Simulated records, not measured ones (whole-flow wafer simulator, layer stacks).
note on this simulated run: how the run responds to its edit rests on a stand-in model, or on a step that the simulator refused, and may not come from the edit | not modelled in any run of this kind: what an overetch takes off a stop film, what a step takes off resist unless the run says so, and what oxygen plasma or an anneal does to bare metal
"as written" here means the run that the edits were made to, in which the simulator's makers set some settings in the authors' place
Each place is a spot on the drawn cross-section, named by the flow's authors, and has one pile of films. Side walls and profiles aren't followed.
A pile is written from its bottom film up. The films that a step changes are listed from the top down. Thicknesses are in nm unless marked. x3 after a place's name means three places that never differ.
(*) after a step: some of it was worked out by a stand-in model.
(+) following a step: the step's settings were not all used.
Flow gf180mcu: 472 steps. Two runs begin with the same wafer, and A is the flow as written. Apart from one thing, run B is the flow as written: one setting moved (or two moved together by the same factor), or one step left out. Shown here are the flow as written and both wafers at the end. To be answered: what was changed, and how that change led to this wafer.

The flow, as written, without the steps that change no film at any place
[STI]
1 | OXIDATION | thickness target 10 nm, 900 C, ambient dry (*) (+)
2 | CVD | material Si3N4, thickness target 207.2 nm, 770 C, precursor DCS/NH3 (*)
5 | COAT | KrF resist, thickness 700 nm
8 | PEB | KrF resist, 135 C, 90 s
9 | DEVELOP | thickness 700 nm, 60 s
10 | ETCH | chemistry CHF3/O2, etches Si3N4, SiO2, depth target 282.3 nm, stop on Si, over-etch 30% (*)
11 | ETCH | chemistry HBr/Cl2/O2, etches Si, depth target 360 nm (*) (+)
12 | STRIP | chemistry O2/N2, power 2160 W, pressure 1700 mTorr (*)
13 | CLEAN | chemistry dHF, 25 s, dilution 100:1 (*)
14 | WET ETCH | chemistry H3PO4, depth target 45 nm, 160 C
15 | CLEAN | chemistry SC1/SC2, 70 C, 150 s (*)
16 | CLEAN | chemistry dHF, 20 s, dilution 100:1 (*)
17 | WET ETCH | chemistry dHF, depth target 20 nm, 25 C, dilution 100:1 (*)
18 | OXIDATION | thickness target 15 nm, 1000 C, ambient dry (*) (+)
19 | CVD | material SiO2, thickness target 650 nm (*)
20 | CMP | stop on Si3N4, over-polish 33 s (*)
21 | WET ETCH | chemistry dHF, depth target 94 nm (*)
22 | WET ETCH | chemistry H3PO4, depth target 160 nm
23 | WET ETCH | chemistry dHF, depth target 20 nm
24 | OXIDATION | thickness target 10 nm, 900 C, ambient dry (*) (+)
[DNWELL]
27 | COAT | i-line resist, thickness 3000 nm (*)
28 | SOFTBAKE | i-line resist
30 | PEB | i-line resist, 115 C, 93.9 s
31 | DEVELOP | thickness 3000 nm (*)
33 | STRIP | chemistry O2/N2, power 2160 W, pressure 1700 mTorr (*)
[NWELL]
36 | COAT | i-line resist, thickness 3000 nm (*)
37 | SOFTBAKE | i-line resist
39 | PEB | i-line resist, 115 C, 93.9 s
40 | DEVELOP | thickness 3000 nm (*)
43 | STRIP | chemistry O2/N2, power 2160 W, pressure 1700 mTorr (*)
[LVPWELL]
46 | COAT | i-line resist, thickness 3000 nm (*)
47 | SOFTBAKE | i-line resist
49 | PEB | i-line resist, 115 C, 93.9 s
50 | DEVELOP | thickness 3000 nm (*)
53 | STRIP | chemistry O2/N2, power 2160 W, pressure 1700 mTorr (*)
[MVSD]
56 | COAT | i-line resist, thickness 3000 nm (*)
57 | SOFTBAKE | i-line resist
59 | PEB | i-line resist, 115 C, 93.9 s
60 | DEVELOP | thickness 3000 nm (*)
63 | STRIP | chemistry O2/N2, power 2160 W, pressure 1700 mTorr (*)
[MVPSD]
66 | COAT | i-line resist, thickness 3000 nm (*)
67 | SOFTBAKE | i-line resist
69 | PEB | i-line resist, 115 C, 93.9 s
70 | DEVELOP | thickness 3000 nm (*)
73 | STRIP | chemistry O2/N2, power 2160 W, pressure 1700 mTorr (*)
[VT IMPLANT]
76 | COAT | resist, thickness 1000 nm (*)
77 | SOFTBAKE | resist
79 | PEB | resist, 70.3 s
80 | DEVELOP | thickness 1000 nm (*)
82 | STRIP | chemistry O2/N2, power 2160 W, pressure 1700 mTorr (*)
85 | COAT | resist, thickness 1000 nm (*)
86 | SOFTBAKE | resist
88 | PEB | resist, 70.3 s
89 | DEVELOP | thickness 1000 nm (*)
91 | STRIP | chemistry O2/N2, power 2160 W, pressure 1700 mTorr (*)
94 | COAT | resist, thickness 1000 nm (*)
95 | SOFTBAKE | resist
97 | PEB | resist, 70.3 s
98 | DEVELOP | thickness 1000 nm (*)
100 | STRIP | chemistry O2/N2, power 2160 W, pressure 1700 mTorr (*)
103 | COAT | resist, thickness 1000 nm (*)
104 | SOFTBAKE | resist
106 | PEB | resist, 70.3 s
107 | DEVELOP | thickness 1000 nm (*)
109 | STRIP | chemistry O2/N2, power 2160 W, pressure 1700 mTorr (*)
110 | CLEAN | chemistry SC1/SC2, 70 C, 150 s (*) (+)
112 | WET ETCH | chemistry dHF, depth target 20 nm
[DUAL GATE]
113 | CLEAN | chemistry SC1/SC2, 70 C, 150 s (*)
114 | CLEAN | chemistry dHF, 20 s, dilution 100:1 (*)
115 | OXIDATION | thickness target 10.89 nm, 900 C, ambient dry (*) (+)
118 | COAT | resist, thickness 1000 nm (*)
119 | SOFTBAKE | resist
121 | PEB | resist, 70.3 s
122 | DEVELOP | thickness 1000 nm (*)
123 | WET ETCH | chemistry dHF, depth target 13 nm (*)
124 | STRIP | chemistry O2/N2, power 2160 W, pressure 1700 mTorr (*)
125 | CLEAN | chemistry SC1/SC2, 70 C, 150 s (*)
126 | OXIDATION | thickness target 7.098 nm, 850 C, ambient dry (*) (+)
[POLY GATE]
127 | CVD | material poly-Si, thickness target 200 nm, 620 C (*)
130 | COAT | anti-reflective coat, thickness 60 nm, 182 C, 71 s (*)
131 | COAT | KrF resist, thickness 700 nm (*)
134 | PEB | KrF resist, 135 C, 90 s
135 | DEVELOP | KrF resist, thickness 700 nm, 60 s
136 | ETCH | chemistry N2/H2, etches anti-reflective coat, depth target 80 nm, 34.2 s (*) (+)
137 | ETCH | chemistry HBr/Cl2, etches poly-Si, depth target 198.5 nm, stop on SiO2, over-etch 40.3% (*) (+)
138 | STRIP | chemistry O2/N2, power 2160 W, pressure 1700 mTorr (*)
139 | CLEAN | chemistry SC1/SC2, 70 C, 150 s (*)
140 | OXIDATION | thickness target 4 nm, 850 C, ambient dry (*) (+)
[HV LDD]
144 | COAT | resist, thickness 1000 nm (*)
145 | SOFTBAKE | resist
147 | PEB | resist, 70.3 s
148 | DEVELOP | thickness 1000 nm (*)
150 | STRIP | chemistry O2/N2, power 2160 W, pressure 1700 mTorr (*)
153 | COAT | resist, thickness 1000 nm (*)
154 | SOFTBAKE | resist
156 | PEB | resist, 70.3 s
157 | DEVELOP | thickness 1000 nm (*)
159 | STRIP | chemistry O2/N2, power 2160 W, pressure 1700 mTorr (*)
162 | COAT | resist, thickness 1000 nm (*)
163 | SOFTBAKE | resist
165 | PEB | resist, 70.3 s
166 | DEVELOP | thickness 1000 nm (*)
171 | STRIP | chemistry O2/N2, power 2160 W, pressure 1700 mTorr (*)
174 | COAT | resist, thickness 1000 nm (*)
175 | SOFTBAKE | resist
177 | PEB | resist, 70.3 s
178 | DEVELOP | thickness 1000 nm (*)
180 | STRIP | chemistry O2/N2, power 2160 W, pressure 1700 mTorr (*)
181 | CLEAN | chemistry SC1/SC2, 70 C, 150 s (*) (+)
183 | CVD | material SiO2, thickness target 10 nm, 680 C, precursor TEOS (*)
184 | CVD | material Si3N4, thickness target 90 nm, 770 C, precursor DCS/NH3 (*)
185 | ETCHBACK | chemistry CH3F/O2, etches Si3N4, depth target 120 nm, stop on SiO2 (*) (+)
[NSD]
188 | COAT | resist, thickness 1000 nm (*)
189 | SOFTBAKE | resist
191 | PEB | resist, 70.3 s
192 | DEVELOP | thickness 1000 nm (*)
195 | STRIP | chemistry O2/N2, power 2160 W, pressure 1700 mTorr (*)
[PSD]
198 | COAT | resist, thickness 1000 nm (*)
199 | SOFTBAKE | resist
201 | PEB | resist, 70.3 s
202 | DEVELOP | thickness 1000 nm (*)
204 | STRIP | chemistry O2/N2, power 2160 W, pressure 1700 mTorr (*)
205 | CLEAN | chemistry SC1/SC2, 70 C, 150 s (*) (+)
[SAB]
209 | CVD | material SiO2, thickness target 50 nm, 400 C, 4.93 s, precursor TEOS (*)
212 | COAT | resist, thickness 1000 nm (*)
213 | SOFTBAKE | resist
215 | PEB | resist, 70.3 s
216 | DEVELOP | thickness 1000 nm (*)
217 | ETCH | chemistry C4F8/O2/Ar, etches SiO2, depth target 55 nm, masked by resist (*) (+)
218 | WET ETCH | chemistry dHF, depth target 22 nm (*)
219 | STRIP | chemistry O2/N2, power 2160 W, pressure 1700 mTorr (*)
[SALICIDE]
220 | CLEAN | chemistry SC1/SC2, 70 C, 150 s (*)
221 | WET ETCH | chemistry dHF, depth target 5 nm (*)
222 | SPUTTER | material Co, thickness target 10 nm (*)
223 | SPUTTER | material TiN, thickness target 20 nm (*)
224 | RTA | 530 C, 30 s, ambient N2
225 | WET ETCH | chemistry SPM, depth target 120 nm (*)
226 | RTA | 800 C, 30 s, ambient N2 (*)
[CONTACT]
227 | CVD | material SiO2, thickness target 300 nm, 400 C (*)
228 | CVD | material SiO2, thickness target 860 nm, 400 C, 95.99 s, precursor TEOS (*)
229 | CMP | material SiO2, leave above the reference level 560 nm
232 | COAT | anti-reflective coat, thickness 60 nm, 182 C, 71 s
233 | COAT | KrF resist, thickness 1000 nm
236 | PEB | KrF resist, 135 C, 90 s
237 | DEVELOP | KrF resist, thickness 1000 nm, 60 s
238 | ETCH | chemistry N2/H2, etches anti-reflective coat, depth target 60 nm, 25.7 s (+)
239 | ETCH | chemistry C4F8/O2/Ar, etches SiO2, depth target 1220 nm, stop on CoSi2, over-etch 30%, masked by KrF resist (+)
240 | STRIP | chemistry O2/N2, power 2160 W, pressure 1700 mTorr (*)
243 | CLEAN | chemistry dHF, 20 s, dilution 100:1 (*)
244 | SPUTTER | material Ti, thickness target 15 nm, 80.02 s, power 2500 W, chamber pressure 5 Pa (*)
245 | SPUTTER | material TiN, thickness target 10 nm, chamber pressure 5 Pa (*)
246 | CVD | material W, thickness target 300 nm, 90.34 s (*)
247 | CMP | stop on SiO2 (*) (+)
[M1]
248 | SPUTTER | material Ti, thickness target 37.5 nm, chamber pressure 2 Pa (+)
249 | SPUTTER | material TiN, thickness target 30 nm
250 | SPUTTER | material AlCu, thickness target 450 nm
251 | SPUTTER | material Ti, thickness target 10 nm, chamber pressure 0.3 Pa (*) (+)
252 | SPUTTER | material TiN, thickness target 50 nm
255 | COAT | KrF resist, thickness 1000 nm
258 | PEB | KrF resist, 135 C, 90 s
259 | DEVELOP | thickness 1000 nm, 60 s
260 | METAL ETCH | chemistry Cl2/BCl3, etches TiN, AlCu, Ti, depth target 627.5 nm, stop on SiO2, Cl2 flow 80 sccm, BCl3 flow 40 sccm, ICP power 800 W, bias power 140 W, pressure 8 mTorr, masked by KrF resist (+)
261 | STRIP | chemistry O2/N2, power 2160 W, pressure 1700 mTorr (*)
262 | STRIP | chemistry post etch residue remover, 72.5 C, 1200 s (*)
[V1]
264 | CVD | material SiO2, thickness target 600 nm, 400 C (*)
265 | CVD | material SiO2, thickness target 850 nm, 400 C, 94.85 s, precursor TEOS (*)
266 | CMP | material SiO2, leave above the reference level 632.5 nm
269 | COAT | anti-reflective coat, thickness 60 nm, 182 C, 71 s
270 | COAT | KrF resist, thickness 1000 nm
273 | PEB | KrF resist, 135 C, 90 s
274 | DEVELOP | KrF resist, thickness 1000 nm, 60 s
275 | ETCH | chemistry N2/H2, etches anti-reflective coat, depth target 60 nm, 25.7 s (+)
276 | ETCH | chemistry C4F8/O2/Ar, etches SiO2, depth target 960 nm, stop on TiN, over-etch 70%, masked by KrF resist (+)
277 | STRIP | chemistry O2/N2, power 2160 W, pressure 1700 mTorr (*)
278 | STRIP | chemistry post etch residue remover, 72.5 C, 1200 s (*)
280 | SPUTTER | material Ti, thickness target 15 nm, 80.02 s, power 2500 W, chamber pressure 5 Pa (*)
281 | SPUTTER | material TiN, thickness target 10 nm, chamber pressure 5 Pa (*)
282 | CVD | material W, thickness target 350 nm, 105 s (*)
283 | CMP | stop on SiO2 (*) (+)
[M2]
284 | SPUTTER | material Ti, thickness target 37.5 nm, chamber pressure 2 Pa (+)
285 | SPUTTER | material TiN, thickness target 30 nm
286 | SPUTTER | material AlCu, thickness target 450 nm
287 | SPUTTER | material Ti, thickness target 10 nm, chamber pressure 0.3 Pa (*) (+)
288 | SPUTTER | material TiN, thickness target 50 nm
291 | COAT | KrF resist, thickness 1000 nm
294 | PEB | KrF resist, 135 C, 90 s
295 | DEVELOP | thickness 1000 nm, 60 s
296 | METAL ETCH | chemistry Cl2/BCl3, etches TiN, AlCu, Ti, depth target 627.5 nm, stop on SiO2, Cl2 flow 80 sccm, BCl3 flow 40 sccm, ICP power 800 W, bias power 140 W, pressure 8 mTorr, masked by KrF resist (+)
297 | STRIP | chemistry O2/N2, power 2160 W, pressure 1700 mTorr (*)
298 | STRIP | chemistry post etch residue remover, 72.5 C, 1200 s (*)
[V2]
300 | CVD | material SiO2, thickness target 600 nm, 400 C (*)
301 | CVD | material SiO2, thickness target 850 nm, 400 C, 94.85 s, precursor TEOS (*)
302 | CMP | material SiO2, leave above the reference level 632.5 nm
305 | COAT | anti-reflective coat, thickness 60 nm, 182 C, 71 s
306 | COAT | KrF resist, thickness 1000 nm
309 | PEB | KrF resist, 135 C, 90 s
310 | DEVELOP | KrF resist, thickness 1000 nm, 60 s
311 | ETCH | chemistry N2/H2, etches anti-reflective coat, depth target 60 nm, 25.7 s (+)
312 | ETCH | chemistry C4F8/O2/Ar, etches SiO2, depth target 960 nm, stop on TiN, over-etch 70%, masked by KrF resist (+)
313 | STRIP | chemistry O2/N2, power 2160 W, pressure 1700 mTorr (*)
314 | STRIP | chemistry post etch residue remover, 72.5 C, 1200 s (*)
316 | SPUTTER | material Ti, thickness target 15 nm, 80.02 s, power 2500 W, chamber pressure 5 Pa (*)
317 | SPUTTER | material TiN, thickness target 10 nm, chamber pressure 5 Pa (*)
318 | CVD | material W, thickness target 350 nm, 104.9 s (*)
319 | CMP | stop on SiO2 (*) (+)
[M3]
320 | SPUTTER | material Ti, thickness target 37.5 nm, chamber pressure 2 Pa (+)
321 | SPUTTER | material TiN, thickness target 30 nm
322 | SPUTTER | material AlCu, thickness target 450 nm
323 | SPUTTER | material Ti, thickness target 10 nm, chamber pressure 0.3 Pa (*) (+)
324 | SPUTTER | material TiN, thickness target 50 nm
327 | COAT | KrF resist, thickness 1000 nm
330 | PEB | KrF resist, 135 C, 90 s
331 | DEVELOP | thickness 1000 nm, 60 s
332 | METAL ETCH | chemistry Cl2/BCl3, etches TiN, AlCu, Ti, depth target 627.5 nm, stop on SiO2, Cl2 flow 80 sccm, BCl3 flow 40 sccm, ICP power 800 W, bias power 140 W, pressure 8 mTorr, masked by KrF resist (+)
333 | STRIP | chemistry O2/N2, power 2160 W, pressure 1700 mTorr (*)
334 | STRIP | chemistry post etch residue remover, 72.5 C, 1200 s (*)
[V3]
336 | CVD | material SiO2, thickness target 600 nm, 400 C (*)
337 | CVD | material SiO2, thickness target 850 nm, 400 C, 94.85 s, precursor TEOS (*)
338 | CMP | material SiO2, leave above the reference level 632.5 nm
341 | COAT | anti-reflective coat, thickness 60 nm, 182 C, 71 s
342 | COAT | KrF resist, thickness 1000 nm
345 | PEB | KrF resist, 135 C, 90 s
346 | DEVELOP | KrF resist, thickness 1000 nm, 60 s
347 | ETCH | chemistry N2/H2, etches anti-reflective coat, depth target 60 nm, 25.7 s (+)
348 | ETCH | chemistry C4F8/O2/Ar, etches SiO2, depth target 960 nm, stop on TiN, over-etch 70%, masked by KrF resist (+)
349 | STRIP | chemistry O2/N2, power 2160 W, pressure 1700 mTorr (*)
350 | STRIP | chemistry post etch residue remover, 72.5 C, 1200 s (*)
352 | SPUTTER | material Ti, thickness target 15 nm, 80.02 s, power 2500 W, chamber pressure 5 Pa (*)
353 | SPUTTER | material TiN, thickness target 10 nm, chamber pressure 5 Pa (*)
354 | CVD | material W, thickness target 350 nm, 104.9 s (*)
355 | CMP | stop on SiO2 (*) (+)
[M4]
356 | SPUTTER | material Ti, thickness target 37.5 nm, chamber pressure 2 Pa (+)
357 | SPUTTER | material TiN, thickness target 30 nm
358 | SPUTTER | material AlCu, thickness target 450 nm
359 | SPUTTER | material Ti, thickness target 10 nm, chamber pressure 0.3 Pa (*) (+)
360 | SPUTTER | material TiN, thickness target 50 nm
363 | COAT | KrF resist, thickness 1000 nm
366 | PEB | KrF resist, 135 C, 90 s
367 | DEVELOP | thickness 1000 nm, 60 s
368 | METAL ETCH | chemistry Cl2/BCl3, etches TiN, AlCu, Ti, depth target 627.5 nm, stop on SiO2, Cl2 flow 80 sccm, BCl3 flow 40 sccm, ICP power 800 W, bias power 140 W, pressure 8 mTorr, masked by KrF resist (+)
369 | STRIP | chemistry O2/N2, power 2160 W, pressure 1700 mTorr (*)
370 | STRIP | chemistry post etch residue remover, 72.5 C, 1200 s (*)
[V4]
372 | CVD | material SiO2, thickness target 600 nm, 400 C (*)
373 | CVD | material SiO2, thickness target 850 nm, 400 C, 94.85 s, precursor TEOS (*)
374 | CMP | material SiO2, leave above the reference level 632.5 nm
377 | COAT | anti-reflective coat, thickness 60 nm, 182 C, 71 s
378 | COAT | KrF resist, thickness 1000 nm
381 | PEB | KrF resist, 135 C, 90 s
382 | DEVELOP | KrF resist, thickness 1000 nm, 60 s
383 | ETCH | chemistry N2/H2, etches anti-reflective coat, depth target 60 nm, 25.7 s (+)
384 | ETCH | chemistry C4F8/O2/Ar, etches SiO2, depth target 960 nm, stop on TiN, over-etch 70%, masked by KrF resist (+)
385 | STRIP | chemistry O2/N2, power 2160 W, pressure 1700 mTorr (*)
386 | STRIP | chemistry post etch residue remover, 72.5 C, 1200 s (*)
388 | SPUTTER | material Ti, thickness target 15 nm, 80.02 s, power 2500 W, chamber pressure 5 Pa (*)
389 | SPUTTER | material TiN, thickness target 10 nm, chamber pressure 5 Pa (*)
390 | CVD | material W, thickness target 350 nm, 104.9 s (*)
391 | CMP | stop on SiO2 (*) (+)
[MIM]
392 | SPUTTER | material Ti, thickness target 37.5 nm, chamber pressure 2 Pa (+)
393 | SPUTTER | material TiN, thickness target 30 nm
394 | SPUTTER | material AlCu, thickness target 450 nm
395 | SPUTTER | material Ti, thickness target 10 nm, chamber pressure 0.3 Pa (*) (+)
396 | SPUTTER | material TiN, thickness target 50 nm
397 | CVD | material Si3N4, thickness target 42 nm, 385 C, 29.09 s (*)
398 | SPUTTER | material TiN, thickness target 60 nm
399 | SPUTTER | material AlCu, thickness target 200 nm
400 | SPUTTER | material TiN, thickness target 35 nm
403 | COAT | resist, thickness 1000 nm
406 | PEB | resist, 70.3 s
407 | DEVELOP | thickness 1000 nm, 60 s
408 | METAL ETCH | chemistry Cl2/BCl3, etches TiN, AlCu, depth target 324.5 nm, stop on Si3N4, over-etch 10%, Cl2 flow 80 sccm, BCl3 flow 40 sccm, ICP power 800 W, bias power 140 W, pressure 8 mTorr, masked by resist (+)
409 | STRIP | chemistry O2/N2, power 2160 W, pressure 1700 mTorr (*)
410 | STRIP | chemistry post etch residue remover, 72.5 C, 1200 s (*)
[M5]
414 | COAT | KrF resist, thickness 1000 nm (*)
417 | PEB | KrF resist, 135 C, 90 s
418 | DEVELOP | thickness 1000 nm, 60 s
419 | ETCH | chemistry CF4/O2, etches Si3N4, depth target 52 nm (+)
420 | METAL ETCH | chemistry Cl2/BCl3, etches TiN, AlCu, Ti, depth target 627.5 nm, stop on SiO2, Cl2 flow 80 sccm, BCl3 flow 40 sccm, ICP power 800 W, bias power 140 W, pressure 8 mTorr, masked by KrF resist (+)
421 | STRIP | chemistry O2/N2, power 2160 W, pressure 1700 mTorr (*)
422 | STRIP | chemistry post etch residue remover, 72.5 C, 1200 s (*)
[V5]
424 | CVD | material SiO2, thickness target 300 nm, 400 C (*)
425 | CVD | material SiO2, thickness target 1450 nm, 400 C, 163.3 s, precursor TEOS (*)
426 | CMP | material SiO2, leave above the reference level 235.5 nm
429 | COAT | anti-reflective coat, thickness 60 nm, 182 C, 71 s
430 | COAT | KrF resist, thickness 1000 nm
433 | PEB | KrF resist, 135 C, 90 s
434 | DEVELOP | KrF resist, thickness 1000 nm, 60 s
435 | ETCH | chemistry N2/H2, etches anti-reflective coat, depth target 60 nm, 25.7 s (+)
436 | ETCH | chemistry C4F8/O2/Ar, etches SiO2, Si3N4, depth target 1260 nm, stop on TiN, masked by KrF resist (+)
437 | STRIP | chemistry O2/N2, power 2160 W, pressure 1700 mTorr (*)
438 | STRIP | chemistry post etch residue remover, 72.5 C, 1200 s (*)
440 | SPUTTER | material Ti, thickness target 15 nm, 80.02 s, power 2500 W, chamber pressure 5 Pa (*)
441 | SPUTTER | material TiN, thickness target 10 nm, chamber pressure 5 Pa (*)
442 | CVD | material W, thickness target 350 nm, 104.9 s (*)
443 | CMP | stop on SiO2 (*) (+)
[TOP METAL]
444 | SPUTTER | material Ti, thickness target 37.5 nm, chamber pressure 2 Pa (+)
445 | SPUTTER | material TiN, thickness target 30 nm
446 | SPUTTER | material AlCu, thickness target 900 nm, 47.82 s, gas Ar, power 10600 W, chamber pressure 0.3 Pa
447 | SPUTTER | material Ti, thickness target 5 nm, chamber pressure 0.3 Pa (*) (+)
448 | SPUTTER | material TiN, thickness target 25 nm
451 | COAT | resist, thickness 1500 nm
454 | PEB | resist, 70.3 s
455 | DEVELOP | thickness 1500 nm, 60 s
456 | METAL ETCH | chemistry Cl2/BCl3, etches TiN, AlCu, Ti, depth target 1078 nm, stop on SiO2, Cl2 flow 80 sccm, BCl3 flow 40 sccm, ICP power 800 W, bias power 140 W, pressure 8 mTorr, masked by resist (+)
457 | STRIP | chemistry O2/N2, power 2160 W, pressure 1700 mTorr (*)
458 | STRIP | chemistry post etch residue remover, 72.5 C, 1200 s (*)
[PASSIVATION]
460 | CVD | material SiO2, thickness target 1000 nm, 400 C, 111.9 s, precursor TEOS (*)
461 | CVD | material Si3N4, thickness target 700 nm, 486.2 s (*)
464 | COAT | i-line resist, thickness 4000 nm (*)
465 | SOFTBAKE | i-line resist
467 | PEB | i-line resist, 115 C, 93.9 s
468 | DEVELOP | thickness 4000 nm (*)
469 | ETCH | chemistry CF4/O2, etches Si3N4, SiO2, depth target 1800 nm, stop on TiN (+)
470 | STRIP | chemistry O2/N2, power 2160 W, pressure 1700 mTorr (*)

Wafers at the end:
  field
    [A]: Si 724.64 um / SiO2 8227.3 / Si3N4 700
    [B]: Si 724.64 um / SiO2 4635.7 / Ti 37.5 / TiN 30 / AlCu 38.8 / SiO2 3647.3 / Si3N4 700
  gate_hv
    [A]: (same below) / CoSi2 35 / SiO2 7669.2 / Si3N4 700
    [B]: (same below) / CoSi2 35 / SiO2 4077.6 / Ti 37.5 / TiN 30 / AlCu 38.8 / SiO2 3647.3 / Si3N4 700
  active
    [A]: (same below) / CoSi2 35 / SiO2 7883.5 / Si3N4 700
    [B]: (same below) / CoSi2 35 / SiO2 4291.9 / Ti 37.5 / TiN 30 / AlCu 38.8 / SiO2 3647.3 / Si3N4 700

The reason: step 358, SPUTTER: thickness target 612 nm was run, while the flow as written has thickness target 450 nm.

The path from the change to this, step by step:
  358 | SPUTTER | material AlCu, thickness target 450 nm
      field, field__w1, field__w2 and 108 more: A AlCu gains 450 (new film) | B AlCu gains 612 (new film)
  368 | METAL ETCH | chemistry Cl2/BCl3, etches TiN, AlCu, Ti, depth target 627.5 nm, stop on SiO2, Cl2 flow 80 sccm, BCl3 flow 40 sccm, ICP power 800 W, bias power 140 W, pressure 8 mTorr, masked by KrF resist (+)
      field, field__w1, field__w2 and 103 more: A TiN loses 50 (all of it), Ti loses 10 (all of it), AlCu loses 450 (all of it), TiN loses 30 (all of it), Ti loses 37.5 (all of it) | B TiN loses 50 (all of it), Ti loses 10 (all of it), AlCu loses 567.5
  370 | STRIP | chemistry post etch residue remover, 72.5 C, 1200 s (*)
      field, field__w1, field__w2 and 103 more: A nothing | B AlCu loses 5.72
  372 | CVD | material SiO2, thickness target 600 nm, 400 C (*)
      field, field__w1, field__w2 and 103 more: A SiO2 gains 600 | B SiO2 gains 600 (new film)
  374 | CMP | material SiO2, leave above the reference level 632.5 nm
      field, field__w1, field__w2 and 103 more: A SiO2 loses 300 | B SiO2 loses 244.3
Taking metal films that touch as one body, field has 1 body; the flow as written gives 0 bodies.
Taking metal films that touch as one body, gate_hv has 2 bodies (between them, from the top down: SiO2 4077.6); the flow as written gives 1 body.
Taking metal films that touch as one body, active has 2 bodies (between them, from the top down: SiO2 4291.9); the flow as written gives 1 body.
